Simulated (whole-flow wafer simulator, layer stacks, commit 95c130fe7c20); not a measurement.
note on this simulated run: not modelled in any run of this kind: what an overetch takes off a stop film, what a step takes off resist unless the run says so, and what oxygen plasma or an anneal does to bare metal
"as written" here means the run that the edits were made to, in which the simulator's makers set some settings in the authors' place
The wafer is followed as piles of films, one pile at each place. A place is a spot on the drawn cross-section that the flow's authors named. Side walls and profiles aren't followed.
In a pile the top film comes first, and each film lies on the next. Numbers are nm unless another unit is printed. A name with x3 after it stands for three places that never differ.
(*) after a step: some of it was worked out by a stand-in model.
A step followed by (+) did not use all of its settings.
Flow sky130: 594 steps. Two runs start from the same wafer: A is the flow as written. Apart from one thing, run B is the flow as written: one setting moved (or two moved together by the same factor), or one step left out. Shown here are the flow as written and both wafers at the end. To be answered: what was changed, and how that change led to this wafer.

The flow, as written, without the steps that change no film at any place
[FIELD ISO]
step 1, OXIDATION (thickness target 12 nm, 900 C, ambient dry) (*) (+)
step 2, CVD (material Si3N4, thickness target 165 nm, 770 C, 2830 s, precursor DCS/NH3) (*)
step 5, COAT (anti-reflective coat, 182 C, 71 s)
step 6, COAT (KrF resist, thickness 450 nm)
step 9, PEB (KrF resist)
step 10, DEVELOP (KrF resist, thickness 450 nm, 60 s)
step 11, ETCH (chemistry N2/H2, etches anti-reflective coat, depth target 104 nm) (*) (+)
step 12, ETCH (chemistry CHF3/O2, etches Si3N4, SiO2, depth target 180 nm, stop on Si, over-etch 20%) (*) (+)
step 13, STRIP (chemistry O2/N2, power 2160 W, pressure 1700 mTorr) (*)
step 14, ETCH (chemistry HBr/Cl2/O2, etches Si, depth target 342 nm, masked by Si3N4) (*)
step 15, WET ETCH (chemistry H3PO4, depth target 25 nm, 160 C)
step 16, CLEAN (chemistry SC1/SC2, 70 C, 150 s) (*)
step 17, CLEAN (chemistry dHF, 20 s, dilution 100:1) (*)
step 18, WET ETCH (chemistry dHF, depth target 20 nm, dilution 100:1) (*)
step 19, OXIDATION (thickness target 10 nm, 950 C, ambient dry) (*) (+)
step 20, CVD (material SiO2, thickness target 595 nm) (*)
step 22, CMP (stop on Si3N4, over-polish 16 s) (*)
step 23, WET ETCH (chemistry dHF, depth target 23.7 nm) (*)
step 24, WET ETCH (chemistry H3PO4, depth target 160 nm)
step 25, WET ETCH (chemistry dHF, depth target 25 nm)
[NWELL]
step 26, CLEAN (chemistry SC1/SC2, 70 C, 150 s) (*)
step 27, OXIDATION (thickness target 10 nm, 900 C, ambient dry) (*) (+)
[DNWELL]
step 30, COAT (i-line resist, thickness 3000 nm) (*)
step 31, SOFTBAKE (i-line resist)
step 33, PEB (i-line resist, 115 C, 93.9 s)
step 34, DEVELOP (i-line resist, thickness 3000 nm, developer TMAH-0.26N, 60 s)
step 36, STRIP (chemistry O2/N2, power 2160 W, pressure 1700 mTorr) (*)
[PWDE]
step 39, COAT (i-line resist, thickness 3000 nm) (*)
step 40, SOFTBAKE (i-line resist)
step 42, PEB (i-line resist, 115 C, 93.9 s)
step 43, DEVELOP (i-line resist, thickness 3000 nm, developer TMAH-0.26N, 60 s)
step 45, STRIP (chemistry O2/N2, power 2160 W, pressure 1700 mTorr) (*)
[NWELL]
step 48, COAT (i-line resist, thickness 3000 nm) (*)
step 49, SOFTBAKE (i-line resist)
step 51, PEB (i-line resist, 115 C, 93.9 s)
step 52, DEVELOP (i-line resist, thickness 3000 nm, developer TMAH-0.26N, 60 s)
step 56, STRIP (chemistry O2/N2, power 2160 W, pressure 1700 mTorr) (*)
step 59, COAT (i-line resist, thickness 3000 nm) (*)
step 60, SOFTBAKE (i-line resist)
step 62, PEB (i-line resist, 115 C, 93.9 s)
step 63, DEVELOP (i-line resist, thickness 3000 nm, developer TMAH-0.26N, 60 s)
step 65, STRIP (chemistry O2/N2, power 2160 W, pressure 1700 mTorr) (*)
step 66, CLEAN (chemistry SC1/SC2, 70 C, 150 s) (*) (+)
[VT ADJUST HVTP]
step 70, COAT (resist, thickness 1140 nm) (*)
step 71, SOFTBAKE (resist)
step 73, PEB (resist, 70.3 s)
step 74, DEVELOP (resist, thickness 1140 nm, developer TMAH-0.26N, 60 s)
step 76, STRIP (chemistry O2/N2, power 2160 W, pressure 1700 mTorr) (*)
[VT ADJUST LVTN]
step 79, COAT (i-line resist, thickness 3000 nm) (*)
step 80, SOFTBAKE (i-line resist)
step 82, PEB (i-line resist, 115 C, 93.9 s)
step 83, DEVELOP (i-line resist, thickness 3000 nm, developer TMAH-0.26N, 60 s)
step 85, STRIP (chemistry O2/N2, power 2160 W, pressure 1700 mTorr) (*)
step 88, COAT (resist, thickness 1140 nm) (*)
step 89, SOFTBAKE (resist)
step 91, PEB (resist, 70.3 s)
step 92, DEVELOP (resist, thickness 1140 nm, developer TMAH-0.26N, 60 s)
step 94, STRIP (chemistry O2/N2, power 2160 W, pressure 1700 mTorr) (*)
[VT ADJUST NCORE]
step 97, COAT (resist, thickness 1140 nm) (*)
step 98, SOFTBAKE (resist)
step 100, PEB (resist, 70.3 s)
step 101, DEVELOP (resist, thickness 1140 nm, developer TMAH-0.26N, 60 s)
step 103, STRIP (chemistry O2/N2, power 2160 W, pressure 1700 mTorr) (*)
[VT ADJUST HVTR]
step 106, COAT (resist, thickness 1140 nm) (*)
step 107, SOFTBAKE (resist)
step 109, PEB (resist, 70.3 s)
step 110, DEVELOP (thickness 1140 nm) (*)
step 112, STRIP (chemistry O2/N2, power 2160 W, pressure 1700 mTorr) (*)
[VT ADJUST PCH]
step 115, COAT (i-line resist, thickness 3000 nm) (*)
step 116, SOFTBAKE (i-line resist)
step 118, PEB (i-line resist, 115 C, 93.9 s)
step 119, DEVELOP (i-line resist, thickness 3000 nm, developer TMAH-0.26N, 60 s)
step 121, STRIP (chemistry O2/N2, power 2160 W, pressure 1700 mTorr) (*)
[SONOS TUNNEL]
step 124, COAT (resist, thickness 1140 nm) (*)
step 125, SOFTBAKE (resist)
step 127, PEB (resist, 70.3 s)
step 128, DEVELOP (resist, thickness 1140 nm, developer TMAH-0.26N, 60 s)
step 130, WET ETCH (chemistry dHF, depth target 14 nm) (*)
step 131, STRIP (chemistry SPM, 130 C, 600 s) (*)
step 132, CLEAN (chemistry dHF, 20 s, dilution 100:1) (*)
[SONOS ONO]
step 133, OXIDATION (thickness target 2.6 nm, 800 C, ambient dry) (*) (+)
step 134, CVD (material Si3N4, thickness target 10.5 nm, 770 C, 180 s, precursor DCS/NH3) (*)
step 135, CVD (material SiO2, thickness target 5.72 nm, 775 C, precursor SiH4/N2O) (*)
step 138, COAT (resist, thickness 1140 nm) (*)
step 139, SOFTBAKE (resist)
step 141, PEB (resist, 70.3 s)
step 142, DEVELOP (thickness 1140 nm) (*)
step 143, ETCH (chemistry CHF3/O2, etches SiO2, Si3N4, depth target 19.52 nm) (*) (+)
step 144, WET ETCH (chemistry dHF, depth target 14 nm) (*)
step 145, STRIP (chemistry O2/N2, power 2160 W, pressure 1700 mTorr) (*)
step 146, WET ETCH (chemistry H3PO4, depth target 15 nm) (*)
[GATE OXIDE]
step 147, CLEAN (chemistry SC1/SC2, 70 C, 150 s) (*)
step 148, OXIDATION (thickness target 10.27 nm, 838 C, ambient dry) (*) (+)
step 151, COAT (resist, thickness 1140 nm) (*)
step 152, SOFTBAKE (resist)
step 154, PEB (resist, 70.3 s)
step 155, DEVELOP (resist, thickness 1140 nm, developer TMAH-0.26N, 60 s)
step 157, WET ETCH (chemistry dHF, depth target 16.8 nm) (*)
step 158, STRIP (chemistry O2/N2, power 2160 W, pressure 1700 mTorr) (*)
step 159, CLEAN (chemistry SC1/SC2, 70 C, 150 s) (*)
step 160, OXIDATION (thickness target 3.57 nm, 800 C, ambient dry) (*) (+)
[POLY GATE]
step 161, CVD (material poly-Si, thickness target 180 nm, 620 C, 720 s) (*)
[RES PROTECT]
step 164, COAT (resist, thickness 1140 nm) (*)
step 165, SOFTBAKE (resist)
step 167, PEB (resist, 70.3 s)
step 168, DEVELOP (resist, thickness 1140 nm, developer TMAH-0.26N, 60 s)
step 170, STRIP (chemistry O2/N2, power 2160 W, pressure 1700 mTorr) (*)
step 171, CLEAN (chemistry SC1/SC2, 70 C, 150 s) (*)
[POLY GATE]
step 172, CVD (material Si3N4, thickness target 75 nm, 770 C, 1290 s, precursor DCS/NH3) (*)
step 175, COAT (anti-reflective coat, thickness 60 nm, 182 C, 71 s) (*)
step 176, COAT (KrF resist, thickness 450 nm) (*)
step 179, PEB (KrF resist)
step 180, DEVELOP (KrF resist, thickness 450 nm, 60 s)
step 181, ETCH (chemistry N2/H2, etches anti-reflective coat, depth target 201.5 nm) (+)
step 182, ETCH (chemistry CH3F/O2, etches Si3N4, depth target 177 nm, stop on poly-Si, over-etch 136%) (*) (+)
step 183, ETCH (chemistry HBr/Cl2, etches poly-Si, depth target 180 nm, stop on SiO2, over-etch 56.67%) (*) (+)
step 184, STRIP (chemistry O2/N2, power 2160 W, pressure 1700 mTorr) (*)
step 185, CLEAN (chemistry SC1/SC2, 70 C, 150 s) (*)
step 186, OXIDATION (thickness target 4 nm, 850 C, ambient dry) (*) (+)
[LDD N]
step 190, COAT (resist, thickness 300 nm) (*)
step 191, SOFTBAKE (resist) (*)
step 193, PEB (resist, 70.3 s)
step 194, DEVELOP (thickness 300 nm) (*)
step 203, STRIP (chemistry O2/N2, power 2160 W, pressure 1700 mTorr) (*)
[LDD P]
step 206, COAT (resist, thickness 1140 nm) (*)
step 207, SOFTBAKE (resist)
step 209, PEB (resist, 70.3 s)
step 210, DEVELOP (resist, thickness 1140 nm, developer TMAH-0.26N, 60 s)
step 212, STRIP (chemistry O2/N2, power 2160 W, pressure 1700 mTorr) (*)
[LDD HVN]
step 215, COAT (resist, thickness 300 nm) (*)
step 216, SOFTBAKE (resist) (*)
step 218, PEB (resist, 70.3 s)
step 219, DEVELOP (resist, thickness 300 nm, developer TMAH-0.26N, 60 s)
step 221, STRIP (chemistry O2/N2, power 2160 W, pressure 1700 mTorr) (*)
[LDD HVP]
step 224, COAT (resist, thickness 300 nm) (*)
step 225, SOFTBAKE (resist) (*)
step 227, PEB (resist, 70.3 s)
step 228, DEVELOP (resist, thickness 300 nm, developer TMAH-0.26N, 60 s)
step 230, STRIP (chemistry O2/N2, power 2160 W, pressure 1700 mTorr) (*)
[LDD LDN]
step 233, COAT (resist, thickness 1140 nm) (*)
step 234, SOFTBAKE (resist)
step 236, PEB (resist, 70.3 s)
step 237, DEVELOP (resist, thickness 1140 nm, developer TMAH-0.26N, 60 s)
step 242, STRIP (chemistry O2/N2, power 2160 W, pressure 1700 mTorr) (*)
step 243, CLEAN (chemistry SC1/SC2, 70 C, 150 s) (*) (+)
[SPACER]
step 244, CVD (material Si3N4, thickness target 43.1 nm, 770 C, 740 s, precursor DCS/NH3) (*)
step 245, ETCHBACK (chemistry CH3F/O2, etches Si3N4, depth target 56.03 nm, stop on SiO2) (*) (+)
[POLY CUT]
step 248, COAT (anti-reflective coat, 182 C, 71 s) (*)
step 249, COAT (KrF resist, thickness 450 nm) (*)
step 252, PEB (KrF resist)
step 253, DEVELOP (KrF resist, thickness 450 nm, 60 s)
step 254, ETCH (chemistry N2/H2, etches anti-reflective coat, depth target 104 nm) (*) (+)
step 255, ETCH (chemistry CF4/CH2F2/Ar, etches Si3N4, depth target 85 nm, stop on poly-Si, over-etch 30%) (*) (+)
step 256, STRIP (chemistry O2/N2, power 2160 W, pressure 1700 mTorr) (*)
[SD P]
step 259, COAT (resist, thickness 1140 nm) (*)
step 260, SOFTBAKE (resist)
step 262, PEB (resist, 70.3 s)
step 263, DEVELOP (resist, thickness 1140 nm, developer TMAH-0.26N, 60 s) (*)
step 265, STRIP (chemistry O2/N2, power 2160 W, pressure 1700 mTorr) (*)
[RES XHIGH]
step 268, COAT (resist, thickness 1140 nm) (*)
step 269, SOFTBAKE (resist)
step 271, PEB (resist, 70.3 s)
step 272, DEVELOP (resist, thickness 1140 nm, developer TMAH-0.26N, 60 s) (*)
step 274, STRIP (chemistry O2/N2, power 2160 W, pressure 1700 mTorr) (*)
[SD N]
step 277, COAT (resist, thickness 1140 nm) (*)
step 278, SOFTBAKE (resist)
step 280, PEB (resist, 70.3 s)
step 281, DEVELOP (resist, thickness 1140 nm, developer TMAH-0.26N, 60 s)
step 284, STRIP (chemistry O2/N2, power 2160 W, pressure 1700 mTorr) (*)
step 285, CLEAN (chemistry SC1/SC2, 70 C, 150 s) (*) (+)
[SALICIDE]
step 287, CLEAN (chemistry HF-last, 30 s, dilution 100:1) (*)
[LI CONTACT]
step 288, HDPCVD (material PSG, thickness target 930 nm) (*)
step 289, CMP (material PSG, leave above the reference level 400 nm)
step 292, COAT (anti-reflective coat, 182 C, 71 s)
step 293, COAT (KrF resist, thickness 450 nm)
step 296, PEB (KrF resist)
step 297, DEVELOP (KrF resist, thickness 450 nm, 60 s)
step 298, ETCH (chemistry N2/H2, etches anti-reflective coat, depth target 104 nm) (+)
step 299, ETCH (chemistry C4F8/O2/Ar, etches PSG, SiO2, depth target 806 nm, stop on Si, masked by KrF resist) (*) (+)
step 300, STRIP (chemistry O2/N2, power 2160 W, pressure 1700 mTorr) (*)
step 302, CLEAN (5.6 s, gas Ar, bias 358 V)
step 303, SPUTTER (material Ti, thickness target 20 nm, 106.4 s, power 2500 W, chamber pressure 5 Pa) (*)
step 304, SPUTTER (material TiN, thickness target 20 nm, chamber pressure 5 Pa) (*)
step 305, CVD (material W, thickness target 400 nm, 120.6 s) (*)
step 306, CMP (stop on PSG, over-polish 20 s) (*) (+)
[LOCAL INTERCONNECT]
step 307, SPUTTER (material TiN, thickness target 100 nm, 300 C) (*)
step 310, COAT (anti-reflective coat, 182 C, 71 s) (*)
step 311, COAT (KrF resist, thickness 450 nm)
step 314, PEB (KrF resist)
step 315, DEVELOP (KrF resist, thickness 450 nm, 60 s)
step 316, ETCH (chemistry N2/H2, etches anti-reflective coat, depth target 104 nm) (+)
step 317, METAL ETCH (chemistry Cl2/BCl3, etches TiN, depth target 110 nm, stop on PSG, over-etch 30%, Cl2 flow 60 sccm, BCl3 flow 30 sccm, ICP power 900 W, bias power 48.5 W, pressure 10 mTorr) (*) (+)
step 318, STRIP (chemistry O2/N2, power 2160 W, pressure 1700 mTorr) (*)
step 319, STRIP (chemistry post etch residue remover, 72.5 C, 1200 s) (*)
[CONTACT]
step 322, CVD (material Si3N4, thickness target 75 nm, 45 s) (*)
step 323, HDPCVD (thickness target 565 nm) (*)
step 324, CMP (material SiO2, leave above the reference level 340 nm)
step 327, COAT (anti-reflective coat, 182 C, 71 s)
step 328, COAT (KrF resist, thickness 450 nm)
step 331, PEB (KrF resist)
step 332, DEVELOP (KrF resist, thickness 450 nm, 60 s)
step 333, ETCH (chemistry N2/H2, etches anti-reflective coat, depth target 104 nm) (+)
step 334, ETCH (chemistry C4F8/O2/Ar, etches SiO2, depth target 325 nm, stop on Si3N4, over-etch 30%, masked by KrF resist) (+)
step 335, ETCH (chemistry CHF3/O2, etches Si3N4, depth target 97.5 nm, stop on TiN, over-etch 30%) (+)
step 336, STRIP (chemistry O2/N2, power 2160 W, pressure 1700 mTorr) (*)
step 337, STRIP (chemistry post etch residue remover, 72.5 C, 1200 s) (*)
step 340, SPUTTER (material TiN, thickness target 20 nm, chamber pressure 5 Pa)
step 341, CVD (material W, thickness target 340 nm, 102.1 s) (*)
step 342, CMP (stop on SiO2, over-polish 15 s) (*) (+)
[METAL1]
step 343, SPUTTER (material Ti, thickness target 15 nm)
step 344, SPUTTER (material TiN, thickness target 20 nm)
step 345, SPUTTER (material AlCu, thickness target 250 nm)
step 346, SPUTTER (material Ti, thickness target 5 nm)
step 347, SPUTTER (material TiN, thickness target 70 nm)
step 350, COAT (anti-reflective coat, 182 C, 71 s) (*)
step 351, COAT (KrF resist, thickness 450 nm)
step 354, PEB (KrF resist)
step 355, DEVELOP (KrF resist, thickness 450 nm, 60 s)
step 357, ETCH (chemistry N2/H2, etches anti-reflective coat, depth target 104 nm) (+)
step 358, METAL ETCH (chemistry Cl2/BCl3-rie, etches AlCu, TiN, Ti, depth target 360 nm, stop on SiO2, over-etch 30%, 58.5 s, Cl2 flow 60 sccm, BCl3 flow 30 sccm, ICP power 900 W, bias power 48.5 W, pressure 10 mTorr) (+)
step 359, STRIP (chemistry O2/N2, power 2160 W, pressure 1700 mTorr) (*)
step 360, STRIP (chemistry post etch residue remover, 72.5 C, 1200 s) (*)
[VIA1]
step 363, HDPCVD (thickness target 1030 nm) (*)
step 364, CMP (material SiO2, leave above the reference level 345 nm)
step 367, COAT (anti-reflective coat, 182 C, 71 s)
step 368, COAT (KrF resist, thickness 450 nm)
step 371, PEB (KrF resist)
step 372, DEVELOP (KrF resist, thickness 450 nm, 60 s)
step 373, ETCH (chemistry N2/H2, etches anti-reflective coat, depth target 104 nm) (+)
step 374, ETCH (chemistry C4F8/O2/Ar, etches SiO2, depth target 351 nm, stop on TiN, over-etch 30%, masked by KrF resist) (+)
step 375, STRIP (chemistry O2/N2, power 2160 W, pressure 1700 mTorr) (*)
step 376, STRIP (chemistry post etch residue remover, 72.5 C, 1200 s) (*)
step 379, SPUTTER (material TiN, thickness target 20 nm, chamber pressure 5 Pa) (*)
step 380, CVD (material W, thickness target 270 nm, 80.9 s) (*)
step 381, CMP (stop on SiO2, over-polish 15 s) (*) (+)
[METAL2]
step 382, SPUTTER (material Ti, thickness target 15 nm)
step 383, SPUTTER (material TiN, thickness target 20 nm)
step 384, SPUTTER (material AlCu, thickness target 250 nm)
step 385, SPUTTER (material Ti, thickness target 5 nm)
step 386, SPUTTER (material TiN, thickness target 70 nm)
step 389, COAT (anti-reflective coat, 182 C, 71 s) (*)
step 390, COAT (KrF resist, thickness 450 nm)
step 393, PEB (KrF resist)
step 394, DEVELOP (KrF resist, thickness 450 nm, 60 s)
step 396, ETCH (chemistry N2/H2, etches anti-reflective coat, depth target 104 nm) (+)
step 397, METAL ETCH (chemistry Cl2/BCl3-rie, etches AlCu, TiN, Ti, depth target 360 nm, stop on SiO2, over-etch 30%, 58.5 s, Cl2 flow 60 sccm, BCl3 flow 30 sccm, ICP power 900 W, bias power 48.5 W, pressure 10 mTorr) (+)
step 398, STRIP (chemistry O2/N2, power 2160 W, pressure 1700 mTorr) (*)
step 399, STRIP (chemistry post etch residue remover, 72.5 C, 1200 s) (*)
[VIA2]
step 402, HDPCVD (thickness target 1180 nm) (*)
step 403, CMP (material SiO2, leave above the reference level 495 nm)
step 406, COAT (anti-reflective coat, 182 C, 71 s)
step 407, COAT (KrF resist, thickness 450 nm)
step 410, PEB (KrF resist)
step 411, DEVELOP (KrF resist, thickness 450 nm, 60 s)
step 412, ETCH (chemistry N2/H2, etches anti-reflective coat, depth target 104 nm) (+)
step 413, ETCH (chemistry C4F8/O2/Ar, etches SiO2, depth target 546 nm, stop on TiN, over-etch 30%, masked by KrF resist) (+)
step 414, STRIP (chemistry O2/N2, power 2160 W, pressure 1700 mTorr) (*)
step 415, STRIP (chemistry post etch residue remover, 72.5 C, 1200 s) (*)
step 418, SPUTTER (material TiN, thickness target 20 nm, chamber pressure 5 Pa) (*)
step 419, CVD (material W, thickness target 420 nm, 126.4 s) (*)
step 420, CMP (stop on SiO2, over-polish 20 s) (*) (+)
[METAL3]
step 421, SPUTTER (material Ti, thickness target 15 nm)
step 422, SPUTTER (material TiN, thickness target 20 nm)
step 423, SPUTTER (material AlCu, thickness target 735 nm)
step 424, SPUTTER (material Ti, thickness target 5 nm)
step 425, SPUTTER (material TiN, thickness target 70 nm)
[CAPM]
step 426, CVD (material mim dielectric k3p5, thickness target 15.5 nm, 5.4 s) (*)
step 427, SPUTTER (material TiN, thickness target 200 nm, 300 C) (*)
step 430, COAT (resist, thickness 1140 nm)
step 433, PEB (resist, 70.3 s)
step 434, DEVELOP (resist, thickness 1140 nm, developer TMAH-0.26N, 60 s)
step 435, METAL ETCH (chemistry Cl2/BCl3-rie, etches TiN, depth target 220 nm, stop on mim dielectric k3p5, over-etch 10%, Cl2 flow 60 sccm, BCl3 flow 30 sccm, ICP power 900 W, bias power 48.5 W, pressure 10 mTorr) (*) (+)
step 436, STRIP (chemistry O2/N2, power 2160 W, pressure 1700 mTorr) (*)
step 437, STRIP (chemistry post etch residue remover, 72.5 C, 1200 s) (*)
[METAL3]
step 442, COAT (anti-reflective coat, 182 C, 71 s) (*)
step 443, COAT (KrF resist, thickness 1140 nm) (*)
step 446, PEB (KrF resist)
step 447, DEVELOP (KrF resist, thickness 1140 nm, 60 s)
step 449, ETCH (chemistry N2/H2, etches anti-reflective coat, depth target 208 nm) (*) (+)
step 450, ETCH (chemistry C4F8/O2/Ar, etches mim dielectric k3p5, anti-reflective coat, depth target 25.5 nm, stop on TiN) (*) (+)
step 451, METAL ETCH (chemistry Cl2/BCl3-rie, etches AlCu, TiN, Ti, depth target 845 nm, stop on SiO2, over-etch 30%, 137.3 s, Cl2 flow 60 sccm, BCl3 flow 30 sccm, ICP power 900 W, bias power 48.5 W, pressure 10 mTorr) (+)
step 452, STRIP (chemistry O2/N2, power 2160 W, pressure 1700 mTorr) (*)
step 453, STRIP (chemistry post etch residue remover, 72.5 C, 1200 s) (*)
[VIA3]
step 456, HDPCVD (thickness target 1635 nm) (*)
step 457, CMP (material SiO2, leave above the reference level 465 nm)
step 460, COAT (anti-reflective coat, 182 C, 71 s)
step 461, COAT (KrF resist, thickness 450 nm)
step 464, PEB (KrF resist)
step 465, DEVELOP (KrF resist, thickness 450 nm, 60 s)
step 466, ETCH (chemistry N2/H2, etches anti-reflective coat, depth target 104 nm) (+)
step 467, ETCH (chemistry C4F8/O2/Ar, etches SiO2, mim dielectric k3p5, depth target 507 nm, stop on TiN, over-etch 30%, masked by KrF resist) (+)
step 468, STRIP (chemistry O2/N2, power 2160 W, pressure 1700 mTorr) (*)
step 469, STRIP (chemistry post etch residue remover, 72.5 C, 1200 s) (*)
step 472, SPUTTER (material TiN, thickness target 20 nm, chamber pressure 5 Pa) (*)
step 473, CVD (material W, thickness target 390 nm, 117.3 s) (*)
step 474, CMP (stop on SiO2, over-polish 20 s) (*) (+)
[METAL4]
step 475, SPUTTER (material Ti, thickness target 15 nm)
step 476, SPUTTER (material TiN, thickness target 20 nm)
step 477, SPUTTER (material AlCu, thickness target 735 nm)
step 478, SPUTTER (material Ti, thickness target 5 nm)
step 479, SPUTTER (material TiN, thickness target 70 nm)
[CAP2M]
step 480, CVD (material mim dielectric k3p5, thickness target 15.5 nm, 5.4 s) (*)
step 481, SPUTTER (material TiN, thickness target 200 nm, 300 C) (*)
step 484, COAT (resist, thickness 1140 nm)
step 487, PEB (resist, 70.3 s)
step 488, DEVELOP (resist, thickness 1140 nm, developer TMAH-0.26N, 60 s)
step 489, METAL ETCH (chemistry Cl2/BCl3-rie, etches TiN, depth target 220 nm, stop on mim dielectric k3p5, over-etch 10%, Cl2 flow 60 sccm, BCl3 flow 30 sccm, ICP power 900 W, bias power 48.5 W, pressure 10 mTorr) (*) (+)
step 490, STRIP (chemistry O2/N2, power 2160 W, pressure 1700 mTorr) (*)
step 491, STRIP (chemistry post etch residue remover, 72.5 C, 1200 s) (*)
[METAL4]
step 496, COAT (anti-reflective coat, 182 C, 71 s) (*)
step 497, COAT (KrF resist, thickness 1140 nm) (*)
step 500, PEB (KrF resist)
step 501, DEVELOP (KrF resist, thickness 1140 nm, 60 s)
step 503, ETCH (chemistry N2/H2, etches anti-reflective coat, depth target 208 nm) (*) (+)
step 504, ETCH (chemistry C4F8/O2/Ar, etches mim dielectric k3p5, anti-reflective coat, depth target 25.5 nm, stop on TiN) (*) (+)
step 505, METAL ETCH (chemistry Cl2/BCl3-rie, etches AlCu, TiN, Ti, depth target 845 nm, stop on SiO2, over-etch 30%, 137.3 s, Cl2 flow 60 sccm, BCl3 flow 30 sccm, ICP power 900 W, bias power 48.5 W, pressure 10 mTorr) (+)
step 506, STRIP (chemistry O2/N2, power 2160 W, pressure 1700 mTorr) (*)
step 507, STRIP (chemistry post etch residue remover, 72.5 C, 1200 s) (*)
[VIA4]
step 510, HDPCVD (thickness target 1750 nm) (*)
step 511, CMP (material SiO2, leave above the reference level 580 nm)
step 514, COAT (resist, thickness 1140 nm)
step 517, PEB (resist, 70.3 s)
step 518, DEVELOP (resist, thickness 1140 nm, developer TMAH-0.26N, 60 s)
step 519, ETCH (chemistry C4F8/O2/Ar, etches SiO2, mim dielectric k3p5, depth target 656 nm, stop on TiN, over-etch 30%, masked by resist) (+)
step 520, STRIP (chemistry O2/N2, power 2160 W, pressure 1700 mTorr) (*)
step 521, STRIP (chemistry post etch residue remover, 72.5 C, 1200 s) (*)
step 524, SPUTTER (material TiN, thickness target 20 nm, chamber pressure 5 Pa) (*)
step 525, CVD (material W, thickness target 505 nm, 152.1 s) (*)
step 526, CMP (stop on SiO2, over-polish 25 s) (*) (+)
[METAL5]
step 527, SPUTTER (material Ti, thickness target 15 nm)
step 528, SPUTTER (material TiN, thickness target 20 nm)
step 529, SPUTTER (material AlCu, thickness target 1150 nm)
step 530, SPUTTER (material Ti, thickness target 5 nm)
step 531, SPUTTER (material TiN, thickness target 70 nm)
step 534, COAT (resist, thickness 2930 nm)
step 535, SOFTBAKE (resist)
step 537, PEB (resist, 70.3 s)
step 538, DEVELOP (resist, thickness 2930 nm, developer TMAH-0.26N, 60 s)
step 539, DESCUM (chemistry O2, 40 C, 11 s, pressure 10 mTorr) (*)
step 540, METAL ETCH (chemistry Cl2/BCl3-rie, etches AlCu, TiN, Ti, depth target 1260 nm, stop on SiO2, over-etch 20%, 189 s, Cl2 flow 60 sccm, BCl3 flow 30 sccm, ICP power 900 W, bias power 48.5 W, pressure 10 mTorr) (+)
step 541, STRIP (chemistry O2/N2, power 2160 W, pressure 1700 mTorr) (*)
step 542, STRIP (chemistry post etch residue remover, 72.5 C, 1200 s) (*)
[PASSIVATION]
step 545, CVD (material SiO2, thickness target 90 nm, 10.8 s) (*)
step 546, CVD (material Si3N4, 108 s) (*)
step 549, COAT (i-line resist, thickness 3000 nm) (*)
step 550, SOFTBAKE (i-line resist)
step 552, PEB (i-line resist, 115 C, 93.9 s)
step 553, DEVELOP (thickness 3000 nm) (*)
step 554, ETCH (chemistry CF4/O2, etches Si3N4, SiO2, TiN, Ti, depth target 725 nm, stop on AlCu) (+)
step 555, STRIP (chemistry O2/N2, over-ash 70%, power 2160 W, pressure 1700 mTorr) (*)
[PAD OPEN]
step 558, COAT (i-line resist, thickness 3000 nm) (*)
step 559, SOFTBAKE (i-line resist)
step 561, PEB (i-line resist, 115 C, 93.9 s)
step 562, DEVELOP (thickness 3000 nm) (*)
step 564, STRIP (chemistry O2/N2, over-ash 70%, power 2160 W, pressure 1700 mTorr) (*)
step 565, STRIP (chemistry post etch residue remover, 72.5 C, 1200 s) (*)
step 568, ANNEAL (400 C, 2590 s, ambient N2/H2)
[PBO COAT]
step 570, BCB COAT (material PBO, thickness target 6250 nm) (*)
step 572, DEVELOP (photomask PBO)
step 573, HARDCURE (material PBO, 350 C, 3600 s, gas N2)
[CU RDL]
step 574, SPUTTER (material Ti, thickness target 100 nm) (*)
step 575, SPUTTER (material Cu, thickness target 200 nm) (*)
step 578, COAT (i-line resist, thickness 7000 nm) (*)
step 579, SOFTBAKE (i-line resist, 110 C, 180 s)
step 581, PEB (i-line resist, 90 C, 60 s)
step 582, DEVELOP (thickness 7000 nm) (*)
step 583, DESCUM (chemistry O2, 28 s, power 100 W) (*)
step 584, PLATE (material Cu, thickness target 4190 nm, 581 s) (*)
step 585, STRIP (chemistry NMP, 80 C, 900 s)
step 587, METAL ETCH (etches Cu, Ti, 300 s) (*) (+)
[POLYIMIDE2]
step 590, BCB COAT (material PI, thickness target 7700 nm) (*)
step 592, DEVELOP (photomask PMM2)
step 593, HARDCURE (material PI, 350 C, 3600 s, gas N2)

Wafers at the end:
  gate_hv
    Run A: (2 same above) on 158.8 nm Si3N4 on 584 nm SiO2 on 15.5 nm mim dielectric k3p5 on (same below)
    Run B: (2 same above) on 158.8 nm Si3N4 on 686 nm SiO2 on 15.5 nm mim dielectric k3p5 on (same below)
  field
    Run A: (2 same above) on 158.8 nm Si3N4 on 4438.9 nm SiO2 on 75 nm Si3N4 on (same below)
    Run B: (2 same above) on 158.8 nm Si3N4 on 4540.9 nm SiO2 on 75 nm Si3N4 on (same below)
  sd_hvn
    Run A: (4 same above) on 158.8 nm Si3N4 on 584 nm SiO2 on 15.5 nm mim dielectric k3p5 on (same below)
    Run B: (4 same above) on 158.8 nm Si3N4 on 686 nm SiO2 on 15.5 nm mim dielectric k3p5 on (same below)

What caused this: step 511, CMP: leave above the reference level 682 nm was run, though the flow has leave above the reference level 580 nm.

How this came from the change, step by step:
  step 511, CMP (material SiO2, leave above the reference level 580 nm)
      n_well, p_well, gate_hv and 99 more: A SiO2 loses 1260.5 | B SiO2 loses 1158.5
      field, active, gate and 77 more: A SiO2 loses 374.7 | B SiO2 loses 272.7
      (also at 11 further places)
  step 519, ETCH (chemistry C4F8/O2/Ar, etches SiO2, mim dielectric k3p5, depth target 656 nm, stop on TiN, over-etch 30%, masked by resist) (+)
      m1: A SiO2 loses 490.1 (all of it), mim dielectric k3p5 loses 15.5 (all of it) | B SiO2 loses 592.1 (all of it), mim dielectric k3p5 loses 15.5 (all of it)
      via4_hole: A SiO2 loses 489.5 (all of it), mim dielectric k3p5 loses 15.5 (all of it) | B SiO2 loses 591.5 (all of it), mim dielectric k3p5 loses 15.5 (all of it)
  step 524, SPUTTER (material TiN, thickness target 20 nm, chamber pressure 5 Pa) (*)
      m1, via4_hole: A TiN gains 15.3 | B TiN gains 14.6
  step 525, CVD (material W, thickness target 505 nm, 152.1 s) (*)
      m1: A W gains 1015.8 (new film) | B W gains 1118.4 (new film)
      via4_hole: A W gains 1015.2 (new film) | B W gains 1117.8 (new film)
